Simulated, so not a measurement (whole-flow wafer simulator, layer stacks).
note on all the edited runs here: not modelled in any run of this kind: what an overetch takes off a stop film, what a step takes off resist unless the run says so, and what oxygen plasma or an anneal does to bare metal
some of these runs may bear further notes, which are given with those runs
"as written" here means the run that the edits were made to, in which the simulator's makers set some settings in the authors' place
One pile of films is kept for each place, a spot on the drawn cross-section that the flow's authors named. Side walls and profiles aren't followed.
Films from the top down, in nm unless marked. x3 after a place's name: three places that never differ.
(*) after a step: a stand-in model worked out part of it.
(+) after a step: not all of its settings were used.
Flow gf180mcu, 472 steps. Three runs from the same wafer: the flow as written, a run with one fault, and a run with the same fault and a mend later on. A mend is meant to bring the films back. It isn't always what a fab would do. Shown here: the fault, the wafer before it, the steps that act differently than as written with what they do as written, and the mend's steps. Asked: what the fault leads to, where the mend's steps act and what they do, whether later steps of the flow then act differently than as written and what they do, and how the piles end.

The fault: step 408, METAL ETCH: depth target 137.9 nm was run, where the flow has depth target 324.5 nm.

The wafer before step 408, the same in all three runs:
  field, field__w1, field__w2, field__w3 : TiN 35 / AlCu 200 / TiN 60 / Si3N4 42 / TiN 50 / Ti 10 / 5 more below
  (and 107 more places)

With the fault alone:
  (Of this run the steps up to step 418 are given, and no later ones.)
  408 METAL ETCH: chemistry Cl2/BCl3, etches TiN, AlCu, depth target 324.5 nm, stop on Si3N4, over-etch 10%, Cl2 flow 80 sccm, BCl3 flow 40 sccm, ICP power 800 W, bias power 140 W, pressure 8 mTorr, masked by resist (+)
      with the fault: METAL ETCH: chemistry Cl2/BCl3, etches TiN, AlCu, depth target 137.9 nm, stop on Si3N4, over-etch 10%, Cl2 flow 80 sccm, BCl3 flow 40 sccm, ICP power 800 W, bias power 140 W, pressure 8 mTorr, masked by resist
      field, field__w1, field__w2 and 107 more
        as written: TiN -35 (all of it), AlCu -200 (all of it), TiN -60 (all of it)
        with the fault: TiN -35 (all of it), AlCu -102.9
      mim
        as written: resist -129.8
        with the fault: resist -55.2
  Later steps of the flow that act differently than as written:
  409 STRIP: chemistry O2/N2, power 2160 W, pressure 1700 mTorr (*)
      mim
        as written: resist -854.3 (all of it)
        with the fault: resist -929 (all of it)
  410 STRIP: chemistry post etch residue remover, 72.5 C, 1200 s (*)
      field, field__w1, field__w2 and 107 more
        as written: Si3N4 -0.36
        with the fault: AlCu -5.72
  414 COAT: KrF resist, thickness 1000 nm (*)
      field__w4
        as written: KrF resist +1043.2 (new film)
        with the fault: KrF resist +1019.2 (new film)
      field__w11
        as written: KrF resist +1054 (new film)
        with the fault: KrF resist +1023.7 (new film)
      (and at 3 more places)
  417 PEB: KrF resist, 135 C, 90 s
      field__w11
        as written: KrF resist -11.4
        with the fault: KrF resist -10.8
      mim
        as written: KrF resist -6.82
        with the fault: KrF resist -8.7
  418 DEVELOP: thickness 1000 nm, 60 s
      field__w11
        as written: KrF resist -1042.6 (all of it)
        with the fault: KrF resist -1012.9 (all of it)
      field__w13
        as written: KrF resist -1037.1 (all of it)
        with the fault: KrF resist -1010.5 (all of it)
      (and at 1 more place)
  After step 418 the piles differ from the flow's by more than 2% or 0.5 nm, whichever is larger, at field, field__w1, field__w2 and 109 more.
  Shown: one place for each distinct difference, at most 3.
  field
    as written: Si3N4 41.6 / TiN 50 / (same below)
    with the fault: AlCu 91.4 / TiN 60 / Si3N4 42 / TiN 50 / (same below)
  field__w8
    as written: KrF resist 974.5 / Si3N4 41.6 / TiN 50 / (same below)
    with the fault: KrF resist 974.5 / AlCu 91.4 / TiN 60 / Si3N4 42 / TiN 50 / (same below)
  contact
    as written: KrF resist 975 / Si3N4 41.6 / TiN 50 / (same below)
    with the fault: KrF resist 974.7 / AlCu 91.4 / TiN 60 / Si3N4 42 / TiN 50 / (same below)

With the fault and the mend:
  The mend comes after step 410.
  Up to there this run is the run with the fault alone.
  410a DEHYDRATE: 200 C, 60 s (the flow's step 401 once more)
      changes no film at any place that is followed
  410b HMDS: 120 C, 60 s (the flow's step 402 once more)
      changes no film at any place that is followed
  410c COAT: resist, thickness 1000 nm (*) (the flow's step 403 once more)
      field__w8, m1__w1, iso_ptap_pw and 39 more
        resist +1000 (new film)
      field_sub__w1, field_sub__w5, n_well and 6 more
        resist +1000.5 (new film)
      field, field_sub__w4, ld_sd_p, ld_gate_p, ld_acc_p, ld_fp_p, ld_drift_p, ld_drn_p
        resist +1000.8 (new film)
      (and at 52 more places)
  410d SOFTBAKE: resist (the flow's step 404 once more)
      field__w9, nplus_u
        resist -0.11
      field__w12, pplus_u
        resist +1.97
      field__w2
        resist +1.65
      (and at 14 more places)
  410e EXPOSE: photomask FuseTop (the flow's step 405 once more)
      changes no film at any place that is followed
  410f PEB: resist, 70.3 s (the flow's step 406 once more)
      field, field__w1, field__w2 and 99 more
        resist -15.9
      field__w7, field__w12, pplus_u, ppoly_u, npoly_sal, ppoly_sal
        resist -16
      field__w11, field__w13
        resist -16.1
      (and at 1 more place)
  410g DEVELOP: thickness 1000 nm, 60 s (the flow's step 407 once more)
      field__w8, m1__w1, iso_ptap_pw and 39 more
        resist -984.1 (all of it)
      field, field_sub__w2, field_sub__w3 and 6 more
        resist -984.9 (all of it)
      field__w6, field_sub, ld_sd_n, ld_gate_n, ld_acc_n, ld_fp_n, ld_drift_n, ld_drn_n
        resist -984.8 (all of it)
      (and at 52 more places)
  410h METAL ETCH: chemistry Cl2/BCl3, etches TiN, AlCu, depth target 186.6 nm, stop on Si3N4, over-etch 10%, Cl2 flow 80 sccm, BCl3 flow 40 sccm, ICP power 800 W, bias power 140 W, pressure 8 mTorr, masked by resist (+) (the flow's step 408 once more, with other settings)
      field, field__w1, field__w2 and 107 more
        AlCu -91.4 (all of it), TiN -60 (all of it)
      mim
        resist -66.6
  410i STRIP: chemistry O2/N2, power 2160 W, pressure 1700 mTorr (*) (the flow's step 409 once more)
      mim
        resist -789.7 (all of it)
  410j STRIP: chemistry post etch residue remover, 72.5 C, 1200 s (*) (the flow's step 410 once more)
      field, field__w1, field__w2 and 107 more
        Si3N4 -0.36
      mim
        TiN -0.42
  No later step of the flow acts differently than as written, at any place that is followed, by more than 2% or 0.5 nm, whichever is larger.
  At the end the piles differ from the flow's only slightly at the places that both follow, by at most 2% or 0.5 nm, whichever is larger.
